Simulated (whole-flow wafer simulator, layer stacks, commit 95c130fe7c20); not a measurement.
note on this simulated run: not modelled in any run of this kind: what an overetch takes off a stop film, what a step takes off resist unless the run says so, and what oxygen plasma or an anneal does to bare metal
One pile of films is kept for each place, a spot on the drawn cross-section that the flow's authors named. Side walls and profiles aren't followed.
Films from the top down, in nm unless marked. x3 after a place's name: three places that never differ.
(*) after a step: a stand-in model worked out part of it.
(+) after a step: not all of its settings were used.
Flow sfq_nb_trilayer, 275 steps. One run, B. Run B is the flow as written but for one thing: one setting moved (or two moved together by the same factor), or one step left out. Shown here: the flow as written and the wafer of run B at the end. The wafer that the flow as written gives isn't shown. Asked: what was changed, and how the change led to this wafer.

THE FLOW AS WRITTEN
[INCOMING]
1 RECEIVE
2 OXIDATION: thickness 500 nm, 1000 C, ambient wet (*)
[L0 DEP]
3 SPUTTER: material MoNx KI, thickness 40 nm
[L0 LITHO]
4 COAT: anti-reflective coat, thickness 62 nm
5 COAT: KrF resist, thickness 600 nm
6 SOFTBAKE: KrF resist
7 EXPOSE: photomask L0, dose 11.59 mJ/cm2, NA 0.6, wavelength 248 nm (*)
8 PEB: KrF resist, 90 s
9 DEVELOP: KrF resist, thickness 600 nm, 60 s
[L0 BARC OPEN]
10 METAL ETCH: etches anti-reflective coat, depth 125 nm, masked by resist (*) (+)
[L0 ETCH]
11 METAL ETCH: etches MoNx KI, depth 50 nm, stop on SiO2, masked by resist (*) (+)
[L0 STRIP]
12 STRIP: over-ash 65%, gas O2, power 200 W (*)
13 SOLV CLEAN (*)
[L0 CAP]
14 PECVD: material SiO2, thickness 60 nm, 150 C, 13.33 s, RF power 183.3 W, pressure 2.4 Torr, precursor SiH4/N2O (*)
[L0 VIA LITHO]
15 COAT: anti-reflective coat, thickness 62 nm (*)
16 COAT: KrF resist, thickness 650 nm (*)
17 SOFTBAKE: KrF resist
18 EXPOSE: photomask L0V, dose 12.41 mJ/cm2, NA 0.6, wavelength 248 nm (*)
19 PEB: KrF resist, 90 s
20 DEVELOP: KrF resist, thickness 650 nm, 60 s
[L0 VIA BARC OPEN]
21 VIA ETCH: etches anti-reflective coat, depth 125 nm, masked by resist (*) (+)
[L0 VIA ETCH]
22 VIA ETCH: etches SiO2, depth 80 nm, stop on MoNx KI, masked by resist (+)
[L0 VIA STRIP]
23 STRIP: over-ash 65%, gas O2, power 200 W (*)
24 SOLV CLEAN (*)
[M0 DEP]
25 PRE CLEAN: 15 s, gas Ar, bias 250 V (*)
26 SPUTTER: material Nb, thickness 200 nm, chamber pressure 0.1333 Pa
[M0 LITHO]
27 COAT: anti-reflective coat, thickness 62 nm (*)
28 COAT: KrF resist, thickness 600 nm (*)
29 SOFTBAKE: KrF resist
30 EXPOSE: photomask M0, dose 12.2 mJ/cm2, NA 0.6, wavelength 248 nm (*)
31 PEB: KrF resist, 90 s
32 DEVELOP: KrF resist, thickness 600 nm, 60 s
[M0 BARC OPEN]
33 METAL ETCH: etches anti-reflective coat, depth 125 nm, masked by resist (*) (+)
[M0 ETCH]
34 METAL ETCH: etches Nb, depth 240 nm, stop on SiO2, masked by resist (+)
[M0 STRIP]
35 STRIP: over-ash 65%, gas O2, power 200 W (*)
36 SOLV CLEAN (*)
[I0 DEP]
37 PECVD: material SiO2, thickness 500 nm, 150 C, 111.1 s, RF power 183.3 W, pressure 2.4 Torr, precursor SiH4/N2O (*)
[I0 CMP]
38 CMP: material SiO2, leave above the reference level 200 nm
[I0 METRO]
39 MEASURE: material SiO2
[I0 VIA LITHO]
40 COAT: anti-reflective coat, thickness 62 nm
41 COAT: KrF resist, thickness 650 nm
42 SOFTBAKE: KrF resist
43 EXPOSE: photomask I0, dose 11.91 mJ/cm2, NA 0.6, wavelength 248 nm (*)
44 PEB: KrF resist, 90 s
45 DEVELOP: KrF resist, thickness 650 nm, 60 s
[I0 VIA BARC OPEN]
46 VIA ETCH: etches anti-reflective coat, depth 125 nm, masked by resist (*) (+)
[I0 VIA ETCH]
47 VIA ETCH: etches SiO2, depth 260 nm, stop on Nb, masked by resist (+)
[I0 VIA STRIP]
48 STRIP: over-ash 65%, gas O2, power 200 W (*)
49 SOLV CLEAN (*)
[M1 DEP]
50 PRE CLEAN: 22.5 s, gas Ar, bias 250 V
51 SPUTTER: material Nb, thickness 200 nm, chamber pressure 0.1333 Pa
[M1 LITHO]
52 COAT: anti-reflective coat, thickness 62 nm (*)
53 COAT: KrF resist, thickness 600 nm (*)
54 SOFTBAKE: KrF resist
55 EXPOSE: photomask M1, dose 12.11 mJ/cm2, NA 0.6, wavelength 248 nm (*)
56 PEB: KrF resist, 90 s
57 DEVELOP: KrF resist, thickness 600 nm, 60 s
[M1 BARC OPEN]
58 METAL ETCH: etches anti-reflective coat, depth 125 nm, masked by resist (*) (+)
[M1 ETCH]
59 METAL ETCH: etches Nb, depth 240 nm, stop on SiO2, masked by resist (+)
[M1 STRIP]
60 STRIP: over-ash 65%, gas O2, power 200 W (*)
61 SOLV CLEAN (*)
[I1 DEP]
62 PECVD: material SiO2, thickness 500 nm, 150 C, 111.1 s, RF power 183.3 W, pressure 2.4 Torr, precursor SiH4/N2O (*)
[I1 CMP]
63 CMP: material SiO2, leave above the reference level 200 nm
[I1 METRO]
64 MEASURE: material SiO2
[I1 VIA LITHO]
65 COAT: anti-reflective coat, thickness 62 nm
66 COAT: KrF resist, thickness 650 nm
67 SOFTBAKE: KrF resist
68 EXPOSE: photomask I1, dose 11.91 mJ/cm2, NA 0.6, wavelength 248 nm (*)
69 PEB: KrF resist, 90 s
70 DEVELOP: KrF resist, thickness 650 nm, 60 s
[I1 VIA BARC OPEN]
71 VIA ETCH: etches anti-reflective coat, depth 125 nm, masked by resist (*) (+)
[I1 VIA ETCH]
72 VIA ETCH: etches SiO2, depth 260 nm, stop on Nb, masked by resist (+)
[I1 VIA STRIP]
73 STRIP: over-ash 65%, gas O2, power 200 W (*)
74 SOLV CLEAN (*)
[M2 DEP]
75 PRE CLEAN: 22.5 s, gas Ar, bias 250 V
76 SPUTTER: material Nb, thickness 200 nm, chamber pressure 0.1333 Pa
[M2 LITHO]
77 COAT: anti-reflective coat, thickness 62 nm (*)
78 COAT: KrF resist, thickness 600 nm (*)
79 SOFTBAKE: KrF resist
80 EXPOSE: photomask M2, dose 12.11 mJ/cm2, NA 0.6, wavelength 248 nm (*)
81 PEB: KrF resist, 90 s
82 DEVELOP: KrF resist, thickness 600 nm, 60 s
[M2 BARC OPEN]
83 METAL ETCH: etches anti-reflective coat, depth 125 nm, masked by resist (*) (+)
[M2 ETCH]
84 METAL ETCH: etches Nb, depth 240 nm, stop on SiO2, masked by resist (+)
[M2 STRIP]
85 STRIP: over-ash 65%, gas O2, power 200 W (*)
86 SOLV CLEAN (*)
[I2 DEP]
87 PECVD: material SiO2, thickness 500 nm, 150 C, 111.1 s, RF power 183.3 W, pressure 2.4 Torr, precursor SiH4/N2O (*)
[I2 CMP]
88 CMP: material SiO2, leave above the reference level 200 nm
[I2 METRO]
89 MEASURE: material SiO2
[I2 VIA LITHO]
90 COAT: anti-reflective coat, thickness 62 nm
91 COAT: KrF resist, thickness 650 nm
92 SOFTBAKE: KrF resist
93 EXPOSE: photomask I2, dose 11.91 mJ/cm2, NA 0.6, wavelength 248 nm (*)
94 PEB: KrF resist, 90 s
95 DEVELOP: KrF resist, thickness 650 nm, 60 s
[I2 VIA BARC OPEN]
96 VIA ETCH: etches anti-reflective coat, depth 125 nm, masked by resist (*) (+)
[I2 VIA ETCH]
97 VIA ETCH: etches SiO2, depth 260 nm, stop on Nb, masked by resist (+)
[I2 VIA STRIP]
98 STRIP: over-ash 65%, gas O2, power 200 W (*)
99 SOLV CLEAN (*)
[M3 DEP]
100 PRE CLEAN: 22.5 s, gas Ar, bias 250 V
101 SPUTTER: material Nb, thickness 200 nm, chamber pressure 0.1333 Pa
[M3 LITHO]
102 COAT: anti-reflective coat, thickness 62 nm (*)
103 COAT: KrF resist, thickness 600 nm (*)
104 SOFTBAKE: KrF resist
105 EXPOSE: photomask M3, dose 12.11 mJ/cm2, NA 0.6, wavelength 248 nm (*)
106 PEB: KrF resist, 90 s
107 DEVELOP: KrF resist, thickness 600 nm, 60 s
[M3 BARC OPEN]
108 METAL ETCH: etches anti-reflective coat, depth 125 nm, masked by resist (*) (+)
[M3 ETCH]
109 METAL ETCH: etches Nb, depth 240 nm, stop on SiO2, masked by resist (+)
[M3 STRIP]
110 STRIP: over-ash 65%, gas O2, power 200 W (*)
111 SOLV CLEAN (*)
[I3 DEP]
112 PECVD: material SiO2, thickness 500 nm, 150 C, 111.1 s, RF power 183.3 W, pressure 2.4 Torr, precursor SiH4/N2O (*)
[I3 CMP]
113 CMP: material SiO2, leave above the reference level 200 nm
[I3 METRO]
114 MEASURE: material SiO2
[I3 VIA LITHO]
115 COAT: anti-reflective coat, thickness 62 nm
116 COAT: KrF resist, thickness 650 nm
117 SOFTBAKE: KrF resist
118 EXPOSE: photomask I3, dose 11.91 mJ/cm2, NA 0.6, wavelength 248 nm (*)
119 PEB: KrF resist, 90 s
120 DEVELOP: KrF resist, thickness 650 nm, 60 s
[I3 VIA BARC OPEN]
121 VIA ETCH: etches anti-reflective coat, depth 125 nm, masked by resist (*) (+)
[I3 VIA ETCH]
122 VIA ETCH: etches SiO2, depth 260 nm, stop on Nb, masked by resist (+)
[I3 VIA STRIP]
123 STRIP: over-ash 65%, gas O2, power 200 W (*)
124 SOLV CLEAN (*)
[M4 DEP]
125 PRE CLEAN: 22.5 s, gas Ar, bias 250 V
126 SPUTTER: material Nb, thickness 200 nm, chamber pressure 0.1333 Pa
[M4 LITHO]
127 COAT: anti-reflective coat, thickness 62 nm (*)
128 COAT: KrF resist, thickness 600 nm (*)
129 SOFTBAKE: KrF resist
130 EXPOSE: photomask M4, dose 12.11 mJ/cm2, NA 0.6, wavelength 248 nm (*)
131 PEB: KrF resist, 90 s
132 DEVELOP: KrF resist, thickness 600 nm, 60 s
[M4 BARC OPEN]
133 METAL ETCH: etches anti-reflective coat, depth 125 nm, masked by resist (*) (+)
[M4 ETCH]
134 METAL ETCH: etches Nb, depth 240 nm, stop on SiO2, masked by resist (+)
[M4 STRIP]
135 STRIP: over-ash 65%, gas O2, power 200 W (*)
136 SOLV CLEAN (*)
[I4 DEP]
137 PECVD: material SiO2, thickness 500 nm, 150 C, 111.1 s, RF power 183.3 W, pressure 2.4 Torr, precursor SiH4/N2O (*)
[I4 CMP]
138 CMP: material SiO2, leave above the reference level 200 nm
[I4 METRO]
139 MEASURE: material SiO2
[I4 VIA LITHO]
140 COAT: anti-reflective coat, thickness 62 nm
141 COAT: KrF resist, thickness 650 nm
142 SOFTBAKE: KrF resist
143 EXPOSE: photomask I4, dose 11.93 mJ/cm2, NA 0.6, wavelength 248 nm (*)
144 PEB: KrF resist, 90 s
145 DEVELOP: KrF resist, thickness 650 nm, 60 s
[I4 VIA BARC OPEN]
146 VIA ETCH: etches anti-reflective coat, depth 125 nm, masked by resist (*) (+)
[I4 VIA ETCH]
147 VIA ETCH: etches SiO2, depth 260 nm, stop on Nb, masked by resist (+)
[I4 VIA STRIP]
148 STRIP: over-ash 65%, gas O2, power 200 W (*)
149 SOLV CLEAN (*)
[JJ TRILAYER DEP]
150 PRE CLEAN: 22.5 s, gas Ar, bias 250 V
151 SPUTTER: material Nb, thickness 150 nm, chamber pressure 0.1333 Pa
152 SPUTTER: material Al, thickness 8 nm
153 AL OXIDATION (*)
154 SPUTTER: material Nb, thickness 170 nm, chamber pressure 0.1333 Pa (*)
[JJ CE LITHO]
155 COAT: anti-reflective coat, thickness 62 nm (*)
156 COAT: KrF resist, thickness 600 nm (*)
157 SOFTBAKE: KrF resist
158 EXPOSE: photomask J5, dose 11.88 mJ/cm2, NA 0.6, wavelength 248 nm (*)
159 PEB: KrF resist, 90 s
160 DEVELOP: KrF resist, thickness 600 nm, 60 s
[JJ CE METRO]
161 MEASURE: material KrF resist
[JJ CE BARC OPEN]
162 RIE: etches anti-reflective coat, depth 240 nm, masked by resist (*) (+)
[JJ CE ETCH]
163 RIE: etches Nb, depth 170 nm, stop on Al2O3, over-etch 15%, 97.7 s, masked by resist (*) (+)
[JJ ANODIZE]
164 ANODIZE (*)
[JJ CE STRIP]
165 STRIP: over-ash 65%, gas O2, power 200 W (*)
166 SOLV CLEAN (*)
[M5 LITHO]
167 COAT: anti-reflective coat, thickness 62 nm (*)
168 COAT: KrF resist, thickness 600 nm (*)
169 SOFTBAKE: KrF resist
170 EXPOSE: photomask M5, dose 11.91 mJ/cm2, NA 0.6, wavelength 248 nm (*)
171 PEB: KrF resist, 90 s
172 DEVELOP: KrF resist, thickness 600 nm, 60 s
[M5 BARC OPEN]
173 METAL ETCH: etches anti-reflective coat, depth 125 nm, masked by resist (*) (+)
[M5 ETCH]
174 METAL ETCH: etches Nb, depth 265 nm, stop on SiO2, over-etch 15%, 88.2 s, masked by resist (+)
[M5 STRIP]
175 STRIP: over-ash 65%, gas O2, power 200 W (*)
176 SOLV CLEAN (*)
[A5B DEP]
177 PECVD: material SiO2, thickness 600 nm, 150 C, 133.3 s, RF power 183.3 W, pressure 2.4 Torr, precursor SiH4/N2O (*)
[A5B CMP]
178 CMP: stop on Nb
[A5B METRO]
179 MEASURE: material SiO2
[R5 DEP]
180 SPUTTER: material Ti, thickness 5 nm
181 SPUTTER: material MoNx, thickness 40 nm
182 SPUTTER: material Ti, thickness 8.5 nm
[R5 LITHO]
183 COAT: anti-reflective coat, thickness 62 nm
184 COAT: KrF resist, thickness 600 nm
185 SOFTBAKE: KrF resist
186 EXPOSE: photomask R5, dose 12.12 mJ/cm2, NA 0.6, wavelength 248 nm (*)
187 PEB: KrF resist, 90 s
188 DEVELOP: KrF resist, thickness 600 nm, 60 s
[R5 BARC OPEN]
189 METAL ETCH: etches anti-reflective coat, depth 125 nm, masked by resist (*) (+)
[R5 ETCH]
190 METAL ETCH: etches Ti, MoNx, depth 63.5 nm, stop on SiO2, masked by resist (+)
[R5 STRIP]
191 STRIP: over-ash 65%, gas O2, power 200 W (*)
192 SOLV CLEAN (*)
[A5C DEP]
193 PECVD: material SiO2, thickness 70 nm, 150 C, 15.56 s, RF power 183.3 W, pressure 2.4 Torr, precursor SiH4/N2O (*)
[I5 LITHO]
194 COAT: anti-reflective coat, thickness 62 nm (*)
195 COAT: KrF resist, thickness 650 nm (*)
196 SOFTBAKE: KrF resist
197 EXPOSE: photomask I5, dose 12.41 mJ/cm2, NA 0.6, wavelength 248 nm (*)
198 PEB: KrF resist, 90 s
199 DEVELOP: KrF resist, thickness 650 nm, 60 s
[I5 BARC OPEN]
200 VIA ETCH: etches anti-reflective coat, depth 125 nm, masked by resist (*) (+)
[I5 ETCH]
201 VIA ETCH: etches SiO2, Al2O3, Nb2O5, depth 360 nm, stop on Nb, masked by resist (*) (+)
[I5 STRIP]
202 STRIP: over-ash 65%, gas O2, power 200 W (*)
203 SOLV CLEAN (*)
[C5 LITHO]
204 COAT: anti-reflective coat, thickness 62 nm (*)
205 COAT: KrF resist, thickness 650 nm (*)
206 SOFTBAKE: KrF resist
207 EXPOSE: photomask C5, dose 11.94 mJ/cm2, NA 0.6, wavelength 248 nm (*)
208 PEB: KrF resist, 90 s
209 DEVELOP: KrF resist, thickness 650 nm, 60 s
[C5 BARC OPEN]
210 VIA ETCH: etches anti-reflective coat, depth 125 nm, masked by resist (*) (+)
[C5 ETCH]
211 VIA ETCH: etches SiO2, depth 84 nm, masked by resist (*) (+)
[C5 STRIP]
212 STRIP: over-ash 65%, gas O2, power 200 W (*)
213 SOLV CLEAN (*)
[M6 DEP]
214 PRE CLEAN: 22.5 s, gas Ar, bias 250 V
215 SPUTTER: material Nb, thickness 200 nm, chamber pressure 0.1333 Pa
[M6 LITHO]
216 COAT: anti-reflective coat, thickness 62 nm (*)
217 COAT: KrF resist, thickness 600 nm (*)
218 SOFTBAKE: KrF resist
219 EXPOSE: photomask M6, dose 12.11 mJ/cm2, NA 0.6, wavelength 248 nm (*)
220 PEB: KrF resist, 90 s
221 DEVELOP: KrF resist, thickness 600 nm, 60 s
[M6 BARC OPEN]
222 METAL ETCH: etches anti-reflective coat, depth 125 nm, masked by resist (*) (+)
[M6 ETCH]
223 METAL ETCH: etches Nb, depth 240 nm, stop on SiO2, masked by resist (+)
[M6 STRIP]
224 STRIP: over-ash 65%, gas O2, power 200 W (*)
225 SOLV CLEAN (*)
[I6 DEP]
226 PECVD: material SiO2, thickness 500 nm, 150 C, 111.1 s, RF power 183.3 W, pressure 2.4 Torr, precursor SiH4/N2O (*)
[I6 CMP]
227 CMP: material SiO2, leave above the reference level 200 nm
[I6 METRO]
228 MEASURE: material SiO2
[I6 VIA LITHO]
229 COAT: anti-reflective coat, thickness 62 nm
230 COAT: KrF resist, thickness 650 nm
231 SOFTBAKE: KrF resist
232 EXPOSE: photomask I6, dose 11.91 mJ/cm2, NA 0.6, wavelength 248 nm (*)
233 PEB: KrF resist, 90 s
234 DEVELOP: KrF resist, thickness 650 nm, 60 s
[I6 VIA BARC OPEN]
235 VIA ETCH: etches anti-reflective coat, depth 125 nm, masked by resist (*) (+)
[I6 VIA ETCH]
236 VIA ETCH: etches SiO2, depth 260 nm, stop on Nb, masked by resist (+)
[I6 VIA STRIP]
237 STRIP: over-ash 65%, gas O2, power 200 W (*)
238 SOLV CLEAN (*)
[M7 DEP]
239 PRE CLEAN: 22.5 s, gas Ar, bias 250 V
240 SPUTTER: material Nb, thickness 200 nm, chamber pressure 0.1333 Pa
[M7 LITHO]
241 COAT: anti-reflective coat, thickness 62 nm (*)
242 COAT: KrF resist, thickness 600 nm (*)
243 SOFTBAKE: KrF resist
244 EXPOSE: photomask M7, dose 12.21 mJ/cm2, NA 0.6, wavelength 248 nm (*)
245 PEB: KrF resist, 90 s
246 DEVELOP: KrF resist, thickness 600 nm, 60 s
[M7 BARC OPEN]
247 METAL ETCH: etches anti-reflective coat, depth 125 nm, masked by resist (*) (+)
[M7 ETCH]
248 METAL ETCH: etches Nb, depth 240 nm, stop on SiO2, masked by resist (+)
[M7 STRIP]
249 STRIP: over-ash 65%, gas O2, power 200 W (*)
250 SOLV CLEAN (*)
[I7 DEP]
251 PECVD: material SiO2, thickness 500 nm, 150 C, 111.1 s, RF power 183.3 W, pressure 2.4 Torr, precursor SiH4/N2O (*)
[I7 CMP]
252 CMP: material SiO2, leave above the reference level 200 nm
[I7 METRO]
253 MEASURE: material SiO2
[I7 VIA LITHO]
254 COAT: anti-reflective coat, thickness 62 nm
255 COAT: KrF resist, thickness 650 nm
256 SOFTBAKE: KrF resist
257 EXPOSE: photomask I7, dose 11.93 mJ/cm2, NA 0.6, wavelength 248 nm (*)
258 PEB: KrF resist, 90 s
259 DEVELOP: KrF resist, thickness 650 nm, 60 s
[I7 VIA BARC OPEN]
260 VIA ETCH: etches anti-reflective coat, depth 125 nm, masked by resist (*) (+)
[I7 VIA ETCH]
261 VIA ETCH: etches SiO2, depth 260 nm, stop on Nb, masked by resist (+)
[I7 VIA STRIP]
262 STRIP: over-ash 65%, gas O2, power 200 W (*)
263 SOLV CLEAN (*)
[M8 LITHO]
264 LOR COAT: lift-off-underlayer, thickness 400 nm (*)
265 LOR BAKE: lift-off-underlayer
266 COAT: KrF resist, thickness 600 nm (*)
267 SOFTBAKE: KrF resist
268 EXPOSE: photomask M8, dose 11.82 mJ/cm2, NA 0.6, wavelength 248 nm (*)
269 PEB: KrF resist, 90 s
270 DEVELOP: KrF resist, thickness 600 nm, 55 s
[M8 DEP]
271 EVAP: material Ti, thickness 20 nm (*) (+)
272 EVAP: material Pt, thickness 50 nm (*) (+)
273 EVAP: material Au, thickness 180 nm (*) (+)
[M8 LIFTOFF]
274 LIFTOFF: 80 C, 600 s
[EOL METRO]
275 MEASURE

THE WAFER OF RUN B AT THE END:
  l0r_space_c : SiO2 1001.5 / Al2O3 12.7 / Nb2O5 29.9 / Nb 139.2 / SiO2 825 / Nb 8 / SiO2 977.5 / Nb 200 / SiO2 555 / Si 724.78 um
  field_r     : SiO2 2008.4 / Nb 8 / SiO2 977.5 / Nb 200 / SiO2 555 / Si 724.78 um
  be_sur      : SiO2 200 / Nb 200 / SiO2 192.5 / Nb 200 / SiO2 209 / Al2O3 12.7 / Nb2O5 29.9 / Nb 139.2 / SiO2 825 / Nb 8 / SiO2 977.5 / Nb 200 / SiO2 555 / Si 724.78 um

The cause: step 101, SPUTTER: thickness 248 nm was run, where the flow has thickness 200 nm.

How the change led to this, step by step:
  101 SPUTTER: material Nb, thickness 200 nm, chamber pressure 0.1333 Pa
      field_l, v_sur, via_wl and 102 more: Nb +248 (new film) (as written it would be: Nb +200 (new film))
      via_w: Nb +205.8 (as written it would be: Nb +165.5)
  102 COAT: anti-reflective coat, thickness 62 nm (*)
      via_wl, via_wr: anti-reflective coat +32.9 (new film) (as written it would be: anti-reflective coat +34.2 (new film))
  109 METAL ETCH: etches Nb, depth 240 nm, stop on SiO2, masked by resist (+)
      field_l, be, be_sur and 72 more: Nb -240 (as written it would be: Nb -200 (all of it))
  110 STRIP: over-ash 65%, gas O2, power 200 W (*)
      via_wl, via_wr: KrF resist -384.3 (all of it), anti-reflective coat -32.9 (all of it) (as written it would be: KrF resist -384.2 (all of it), anti-reflective coat -34.2 (all of it))
  112 PECVD: material SiO2, thickness 500 nm, 150 C, 111.1 s, RF power 183.3 W, pressure 2.4 Torr, precursor SiH4/N2O (*)
      field_l, be, be_sur and 64 more: SiO2 +500 (new film) (as written it would be: SiO2 +500)
      p4_g1 x2, p3_s0 x6: SiO2 +597.1 (new film) (as written it would be: SiO2 +557.1)
      (and at 1 more place)
  113 CMP: material SiO2, leave above the reference level 200 nm
      field_l, be, be_sur and 64 more: SiO2 -60 (as written it would be: SiO2 -100)
      via_w: SiO2 -157.1 (as written it would be: SiO2 -181.6)
Counting metal films that touch as one body, l0r_space_c has 3 bodies (between them, from the top down: SiO2 825; SiO2 977.5); the flow as written gives 2 bodies (between them, from the top down: SiO2 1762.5).
Counting metal films that touch as one body, field_r has 2 bodies (between them, from the top down: SiO2 977.5); the flow as written gives 1 body.
Counting metal films that touch as one body, be_sur has 5 bodies (between them, from the top down: SiO2 192.5; SiO2 209 / Al2O3 12.7 / Nb2O5 29.9; SiO2 825; SiO2 977.5); the flow as written gives 4 bodies (between them, from the top down: SiO2 192.5; SiO2 209 / Al2O3 12.7 / Nb2O5 29.9; SiO2 1762.5).
